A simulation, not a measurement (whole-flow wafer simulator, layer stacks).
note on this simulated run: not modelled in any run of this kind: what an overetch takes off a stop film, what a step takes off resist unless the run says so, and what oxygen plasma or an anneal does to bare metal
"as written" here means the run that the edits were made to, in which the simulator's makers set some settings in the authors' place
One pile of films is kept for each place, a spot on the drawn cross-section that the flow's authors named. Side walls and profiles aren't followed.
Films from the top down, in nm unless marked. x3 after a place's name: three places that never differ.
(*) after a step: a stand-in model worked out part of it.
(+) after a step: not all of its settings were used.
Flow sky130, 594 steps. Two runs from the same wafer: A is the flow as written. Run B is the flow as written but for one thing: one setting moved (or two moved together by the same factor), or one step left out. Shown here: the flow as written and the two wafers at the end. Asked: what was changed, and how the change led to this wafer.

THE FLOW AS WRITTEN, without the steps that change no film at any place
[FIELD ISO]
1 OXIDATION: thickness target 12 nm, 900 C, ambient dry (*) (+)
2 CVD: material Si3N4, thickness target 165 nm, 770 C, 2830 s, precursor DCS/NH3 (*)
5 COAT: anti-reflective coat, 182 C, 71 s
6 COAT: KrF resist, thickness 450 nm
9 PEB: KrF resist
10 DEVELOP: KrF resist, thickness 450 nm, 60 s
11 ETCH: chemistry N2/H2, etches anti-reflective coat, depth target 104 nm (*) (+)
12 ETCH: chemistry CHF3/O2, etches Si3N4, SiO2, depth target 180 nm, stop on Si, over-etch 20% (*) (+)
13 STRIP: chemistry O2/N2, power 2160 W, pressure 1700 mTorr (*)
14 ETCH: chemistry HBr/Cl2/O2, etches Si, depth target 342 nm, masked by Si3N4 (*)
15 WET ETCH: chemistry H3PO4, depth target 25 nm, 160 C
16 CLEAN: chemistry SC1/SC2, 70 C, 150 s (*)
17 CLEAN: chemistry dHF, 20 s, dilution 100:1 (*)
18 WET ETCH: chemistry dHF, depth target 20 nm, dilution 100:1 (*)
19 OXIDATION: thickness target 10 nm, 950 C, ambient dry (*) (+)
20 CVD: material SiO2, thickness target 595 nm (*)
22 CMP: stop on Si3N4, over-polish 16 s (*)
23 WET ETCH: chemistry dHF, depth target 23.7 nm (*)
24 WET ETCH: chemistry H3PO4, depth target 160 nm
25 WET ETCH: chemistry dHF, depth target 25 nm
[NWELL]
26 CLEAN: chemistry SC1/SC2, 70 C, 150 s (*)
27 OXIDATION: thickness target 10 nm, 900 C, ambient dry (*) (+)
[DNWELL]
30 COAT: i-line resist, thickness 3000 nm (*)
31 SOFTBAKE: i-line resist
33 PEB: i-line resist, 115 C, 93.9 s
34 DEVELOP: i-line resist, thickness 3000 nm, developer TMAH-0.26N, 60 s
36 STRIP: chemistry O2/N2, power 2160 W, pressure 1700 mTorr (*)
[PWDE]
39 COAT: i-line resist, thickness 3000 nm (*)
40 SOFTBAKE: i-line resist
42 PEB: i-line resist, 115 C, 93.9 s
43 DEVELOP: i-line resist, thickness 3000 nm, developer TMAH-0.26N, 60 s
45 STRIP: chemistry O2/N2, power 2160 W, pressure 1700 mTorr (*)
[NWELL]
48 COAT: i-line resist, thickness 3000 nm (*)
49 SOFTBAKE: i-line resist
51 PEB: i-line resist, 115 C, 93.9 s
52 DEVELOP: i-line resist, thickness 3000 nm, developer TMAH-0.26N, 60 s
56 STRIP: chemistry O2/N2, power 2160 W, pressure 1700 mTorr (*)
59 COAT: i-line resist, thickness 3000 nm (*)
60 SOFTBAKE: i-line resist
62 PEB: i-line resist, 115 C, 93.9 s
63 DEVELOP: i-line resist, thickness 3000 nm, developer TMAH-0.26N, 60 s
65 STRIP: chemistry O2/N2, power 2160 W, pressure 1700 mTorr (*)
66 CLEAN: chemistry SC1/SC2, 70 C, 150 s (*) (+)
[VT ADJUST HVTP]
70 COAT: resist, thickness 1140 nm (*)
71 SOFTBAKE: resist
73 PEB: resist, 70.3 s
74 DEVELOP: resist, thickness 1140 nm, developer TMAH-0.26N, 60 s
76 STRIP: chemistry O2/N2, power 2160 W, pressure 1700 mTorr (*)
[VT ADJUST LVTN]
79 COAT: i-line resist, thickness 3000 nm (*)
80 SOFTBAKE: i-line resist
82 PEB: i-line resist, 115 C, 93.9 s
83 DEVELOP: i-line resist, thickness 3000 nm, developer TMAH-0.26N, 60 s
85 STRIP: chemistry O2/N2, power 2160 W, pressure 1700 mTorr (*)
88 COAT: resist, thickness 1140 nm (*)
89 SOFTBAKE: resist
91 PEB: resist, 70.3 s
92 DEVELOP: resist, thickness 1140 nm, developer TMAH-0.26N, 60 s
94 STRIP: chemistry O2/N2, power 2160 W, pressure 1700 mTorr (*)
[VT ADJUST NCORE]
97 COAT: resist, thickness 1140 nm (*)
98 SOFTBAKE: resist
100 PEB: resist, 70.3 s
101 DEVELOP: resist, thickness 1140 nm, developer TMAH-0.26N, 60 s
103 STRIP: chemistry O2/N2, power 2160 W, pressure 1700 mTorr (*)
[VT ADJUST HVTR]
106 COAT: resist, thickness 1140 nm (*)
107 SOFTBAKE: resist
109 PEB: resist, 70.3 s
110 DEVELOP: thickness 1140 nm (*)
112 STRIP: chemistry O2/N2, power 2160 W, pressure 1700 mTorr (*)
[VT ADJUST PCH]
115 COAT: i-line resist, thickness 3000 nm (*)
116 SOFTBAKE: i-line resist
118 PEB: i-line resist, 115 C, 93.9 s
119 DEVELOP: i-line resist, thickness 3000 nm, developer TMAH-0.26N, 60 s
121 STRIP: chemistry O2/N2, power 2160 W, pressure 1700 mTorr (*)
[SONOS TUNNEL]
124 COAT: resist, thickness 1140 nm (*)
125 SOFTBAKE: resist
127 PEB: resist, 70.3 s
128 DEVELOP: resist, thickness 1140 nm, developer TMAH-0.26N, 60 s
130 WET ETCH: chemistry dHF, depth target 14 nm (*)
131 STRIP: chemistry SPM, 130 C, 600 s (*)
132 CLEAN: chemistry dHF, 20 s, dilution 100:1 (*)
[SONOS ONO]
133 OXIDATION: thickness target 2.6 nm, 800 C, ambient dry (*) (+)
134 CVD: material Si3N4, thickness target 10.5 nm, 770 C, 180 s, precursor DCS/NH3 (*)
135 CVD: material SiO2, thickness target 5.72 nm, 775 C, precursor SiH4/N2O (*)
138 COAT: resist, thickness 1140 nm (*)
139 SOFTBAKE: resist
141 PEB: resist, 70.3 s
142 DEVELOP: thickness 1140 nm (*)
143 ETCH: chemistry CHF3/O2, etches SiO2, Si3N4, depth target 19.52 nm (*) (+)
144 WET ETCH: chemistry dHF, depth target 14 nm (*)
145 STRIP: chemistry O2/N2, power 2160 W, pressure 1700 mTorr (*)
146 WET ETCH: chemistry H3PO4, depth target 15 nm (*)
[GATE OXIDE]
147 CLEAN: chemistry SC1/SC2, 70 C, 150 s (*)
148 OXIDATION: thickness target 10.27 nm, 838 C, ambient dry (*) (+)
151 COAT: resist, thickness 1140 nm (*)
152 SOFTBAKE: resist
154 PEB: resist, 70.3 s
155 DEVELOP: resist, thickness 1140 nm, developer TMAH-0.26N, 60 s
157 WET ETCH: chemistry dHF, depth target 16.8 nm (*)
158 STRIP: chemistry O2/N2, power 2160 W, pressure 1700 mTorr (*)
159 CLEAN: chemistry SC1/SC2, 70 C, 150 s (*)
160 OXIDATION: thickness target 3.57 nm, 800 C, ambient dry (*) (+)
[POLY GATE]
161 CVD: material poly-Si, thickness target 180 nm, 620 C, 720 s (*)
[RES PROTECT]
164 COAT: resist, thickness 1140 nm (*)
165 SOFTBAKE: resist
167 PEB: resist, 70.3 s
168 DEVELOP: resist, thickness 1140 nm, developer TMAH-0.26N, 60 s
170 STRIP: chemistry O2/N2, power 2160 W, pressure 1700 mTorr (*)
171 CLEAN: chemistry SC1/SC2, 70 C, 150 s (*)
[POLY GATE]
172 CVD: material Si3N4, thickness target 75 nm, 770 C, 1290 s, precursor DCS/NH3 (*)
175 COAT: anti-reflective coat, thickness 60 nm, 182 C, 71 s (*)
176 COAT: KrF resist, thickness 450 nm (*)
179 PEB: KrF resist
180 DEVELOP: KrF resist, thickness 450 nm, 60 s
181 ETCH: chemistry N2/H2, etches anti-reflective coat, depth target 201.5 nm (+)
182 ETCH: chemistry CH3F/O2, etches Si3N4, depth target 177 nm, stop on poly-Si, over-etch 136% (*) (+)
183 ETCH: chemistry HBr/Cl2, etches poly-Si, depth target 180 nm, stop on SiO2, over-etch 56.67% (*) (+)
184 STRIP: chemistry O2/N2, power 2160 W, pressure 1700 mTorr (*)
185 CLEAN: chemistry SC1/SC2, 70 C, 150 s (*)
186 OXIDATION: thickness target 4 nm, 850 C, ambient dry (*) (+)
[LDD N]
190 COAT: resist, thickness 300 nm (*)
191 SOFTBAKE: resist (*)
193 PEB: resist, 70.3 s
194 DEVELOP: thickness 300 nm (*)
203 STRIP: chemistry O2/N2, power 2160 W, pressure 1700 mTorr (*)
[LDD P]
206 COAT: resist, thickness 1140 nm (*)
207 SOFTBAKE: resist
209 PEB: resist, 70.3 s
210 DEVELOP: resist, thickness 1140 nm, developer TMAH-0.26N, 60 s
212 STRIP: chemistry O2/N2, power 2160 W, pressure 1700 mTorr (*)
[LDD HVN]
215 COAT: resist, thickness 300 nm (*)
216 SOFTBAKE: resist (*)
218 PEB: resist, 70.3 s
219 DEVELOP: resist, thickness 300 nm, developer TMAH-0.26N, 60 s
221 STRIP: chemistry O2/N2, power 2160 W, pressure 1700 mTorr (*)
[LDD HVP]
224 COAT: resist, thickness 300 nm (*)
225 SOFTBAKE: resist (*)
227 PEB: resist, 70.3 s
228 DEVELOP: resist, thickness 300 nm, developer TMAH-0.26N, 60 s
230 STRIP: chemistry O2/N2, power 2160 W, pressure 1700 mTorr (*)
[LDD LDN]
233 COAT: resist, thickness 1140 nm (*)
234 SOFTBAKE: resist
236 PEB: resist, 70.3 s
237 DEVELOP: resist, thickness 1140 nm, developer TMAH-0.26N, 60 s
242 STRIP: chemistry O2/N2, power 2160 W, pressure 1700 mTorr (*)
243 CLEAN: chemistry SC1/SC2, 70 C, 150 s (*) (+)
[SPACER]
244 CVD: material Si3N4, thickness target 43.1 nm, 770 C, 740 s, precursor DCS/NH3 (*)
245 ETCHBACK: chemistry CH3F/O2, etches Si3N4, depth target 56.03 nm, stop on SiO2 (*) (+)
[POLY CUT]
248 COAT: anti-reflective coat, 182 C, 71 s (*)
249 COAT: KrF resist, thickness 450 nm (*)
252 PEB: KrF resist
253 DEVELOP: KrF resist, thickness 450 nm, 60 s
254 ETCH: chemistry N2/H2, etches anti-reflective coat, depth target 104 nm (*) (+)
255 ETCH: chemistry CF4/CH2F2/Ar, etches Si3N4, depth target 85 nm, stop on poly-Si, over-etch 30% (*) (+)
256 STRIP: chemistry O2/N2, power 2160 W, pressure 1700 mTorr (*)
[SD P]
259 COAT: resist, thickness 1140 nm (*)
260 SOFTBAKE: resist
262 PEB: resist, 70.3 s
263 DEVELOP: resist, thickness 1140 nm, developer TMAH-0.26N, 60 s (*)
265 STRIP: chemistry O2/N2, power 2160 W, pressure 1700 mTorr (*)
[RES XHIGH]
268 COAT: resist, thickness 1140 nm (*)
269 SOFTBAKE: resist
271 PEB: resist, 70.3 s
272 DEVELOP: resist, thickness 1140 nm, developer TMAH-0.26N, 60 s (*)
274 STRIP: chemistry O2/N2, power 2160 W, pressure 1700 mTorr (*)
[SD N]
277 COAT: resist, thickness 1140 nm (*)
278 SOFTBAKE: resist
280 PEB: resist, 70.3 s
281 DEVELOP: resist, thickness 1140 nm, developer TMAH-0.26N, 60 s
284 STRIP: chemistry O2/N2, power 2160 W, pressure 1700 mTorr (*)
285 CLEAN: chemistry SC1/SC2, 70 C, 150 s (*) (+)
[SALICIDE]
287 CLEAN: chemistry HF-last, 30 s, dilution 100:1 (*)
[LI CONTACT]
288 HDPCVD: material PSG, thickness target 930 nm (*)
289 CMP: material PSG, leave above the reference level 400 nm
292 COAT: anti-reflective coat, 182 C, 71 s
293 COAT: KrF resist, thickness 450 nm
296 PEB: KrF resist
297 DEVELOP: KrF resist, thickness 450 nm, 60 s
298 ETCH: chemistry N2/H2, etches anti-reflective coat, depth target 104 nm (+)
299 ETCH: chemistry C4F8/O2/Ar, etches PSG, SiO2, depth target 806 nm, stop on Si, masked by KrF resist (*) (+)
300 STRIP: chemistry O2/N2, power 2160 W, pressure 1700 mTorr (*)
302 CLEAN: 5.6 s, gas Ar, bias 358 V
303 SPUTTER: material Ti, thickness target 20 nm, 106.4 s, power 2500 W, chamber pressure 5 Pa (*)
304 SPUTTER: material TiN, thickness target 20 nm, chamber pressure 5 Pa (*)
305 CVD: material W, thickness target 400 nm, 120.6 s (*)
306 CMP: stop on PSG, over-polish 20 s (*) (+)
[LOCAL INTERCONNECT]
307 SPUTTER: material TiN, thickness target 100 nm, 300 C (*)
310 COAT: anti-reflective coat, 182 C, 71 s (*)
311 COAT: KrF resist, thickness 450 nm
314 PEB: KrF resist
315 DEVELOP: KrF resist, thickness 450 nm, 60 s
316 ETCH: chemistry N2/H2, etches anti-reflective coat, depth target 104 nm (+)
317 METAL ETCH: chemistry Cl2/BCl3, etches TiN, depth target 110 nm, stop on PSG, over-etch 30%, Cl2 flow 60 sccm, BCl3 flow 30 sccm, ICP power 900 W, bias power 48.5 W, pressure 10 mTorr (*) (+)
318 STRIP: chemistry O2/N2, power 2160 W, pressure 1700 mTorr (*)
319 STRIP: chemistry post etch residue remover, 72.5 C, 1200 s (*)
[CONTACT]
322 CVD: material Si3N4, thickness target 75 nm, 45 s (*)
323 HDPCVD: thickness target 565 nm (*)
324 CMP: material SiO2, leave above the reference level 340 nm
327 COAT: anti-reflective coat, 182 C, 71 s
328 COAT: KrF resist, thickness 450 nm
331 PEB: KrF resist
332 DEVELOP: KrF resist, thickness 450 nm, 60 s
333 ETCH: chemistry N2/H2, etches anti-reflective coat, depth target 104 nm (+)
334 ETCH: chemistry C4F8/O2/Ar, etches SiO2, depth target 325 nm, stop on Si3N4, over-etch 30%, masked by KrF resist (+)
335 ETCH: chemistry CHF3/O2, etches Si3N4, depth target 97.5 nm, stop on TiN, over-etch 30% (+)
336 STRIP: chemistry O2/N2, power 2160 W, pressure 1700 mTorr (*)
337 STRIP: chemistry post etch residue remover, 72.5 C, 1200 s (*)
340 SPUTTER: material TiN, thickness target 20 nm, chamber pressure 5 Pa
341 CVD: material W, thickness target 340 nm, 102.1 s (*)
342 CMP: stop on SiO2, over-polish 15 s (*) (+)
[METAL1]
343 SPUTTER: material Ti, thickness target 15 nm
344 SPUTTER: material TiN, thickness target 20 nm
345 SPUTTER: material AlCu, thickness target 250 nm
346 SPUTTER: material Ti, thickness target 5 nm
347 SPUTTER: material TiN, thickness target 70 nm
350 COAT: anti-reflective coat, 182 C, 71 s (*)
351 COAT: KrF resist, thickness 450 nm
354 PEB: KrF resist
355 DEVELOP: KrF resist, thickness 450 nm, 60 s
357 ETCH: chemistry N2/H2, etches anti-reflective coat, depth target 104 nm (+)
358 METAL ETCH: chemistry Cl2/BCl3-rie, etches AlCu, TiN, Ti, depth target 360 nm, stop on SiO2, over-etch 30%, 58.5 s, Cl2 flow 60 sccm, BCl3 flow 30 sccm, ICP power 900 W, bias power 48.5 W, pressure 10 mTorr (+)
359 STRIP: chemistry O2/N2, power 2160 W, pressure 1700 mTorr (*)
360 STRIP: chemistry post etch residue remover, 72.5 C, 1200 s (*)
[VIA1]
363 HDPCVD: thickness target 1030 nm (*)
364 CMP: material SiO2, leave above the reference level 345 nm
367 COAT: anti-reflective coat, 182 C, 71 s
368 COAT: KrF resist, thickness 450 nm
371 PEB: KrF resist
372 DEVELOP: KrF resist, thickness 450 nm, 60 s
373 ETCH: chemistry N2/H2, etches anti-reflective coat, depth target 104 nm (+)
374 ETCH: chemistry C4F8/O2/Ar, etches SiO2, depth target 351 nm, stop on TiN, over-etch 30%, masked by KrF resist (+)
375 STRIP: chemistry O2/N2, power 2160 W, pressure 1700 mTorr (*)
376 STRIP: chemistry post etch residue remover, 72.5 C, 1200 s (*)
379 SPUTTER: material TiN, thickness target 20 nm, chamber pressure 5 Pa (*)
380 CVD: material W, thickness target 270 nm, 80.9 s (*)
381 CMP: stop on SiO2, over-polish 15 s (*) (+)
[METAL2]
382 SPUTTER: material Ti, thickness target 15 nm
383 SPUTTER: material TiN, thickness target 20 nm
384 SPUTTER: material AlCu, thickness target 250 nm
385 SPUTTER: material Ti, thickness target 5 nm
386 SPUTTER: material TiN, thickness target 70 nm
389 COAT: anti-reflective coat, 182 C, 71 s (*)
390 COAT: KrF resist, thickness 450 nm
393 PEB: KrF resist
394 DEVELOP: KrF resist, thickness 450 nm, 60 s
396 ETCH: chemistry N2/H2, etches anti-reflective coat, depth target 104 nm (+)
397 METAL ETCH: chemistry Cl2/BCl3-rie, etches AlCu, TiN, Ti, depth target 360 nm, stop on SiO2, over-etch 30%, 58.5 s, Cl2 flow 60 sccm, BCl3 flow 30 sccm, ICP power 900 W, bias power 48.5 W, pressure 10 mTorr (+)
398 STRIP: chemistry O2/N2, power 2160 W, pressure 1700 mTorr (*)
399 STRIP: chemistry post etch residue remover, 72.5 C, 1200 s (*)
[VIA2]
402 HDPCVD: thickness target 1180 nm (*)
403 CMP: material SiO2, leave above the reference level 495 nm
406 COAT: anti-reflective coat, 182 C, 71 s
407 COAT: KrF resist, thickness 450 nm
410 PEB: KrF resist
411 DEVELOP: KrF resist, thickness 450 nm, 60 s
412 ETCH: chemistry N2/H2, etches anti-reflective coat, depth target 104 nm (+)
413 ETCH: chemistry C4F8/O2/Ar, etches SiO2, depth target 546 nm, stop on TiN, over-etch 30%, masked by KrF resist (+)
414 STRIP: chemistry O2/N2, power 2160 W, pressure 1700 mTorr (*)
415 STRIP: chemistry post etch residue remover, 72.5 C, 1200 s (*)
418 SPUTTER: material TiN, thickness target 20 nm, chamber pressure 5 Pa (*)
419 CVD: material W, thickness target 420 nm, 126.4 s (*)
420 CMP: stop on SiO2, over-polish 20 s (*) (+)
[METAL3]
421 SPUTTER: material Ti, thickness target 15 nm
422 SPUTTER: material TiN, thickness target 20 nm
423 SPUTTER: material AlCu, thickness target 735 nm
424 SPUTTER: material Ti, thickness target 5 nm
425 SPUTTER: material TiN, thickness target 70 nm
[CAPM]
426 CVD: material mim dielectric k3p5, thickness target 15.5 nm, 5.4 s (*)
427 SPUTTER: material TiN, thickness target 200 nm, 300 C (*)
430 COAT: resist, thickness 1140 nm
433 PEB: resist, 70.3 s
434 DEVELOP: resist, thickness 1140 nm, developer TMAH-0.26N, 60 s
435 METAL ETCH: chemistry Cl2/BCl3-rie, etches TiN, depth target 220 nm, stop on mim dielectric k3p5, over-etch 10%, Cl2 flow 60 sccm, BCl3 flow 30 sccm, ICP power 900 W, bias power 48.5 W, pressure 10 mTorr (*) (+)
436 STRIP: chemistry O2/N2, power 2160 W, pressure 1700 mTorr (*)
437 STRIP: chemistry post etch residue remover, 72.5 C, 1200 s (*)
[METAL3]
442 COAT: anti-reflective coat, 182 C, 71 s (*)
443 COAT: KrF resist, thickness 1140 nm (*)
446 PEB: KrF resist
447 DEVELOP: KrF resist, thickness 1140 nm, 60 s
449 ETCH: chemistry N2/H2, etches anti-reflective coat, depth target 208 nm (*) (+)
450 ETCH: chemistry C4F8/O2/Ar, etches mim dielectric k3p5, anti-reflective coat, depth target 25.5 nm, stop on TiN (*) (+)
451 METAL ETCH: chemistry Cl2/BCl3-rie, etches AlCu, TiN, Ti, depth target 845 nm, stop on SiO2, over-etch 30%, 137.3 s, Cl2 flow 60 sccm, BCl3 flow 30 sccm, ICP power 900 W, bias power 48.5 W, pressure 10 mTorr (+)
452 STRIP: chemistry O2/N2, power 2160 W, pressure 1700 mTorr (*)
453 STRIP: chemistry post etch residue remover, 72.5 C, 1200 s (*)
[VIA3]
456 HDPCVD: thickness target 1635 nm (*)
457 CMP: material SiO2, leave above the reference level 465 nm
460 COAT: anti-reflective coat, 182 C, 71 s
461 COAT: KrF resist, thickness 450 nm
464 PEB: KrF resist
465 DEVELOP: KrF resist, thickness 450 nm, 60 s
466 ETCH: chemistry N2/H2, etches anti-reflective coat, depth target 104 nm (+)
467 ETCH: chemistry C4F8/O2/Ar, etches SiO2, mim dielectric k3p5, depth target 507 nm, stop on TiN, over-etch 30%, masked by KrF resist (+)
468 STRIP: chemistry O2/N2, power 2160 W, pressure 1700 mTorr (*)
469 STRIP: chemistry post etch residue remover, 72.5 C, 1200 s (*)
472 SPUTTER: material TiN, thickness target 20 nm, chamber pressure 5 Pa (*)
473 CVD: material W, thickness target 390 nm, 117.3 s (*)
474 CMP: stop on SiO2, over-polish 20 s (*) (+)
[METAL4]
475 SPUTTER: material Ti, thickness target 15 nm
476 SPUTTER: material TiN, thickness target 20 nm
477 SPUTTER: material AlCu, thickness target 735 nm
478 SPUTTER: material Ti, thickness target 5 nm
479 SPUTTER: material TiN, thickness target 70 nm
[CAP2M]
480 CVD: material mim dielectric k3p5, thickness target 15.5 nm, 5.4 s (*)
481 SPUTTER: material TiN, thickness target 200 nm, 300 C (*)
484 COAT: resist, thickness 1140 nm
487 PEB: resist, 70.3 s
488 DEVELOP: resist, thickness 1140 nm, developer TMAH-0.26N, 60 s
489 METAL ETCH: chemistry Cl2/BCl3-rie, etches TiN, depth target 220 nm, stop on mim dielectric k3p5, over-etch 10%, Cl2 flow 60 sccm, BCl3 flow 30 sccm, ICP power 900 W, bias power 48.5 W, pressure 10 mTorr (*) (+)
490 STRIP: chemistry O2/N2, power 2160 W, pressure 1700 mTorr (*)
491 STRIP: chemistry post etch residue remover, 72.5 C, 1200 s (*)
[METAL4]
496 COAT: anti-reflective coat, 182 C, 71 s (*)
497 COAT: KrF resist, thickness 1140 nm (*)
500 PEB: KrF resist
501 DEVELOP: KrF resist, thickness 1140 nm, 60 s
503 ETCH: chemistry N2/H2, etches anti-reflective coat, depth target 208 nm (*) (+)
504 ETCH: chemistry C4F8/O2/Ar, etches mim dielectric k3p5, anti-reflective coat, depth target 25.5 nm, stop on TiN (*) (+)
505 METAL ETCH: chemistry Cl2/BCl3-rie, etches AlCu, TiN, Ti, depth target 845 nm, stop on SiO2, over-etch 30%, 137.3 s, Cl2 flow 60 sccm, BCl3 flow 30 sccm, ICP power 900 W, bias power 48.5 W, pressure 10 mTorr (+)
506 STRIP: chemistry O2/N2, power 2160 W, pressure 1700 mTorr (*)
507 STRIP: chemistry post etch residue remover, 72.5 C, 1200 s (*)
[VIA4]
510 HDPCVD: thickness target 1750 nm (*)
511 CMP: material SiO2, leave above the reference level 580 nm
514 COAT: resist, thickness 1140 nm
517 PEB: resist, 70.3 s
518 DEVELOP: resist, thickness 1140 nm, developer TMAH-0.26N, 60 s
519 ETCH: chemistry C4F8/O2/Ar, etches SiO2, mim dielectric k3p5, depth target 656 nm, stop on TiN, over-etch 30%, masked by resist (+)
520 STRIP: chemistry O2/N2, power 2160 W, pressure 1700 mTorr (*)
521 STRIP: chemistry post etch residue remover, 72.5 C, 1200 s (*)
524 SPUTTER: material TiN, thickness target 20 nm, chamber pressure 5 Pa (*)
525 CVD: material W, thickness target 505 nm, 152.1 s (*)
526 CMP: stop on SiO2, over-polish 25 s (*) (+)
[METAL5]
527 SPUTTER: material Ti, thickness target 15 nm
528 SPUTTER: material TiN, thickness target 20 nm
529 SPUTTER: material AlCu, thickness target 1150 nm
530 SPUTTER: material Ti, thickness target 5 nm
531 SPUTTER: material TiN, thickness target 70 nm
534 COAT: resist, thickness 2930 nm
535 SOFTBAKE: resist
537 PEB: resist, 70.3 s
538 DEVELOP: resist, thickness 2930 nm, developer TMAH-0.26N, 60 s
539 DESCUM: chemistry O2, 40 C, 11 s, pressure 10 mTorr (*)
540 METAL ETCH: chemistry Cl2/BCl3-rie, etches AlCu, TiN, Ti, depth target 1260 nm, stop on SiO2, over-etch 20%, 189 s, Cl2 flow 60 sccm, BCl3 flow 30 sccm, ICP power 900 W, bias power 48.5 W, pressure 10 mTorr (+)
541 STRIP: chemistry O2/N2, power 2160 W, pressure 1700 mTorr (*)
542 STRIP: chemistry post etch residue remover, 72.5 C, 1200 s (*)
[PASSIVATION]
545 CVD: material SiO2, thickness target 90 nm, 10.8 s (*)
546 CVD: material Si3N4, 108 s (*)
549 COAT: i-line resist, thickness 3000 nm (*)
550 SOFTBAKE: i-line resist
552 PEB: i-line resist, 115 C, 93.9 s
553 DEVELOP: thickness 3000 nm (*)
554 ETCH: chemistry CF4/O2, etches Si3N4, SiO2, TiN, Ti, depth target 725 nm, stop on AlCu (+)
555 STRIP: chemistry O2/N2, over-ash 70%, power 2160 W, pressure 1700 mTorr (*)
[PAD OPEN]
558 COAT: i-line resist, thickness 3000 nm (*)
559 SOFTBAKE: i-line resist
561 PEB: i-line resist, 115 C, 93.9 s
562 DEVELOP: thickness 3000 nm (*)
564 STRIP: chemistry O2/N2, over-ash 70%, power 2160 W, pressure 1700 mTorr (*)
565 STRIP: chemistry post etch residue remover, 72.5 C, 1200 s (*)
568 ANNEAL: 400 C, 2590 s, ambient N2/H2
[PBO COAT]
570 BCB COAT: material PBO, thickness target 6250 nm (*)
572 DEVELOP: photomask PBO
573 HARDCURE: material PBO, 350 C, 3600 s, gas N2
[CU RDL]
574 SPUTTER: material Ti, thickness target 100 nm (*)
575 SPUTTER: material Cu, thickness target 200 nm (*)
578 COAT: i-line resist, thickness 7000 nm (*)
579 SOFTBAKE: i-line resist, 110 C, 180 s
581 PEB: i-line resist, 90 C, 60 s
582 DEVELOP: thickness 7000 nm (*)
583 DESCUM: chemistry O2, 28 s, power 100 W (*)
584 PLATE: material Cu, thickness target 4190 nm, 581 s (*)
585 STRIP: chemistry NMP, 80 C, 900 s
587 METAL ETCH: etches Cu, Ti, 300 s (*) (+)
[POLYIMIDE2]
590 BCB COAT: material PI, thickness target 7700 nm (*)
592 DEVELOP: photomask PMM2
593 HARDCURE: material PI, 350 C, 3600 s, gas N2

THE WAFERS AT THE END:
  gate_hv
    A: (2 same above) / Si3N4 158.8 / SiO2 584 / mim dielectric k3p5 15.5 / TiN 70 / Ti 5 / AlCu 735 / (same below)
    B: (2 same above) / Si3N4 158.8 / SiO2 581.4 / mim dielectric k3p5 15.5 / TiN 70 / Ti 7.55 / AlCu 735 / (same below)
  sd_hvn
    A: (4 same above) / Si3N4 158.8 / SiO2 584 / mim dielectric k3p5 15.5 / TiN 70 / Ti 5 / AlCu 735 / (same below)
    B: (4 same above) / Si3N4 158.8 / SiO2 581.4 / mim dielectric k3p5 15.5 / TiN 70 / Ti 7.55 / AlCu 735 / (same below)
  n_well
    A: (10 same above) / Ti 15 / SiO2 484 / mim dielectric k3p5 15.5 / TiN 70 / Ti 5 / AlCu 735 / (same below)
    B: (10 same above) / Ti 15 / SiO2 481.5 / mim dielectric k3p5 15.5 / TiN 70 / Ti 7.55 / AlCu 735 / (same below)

The cause: step 478, SPUTTER: thickness target 7.55 nm was run, where the flow has thickness target 5 nm.
It can be read off the wafer: gate_hv has Ti 7.55, and step 478 as written asks for 5 nm.

How the change led to this, step by step:
  478 SPUTTER: material Ti, thickness target 5 nm
      field, active, n_well and 189 more: A Ti +5 (new film) | B Ti +7.55 (new film)
  505 METAL ETCH: chemistry Cl2/BCl3-rie, etches AlCu, TiN, Ti, depth target 845 nm, stop on SiO2, over-etch 30%, 137.3 s, Cl2 flow 60 sccm, BCl3 flow 30 sccm, ICP power 900 W, bias power 48.5 W, pressure 10 mTorr (+)
      field, gate, spacer and 68 more: A TiN -70 (all of it), Ti -5 (all of it), AlCu -735 (all of it), TiN -20 (all of it), Ti -15 (all of it), SiO2 -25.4 | B TiN -70 (all of it), Ti -7.55 (all of it), AlCu -735 (all of it), TiN -20 (all of it), Ti -15 (all of it), SiO2 -25.1
      active, vpp_iso1, mim_edge_plate and 14 more: A TiN -70 (all of it), Ti -5 (all of it), AlCu -735 (all of it), TiN -20 (all of it), Ti -15 (all of it), SiO2 -25.3 | B TiN -70 (all of it), Ti -7.55 (all of it), AlCu -735 (all of it), TiN -20 (all of it), Ti -15 (all of it), SiO2 -25.1
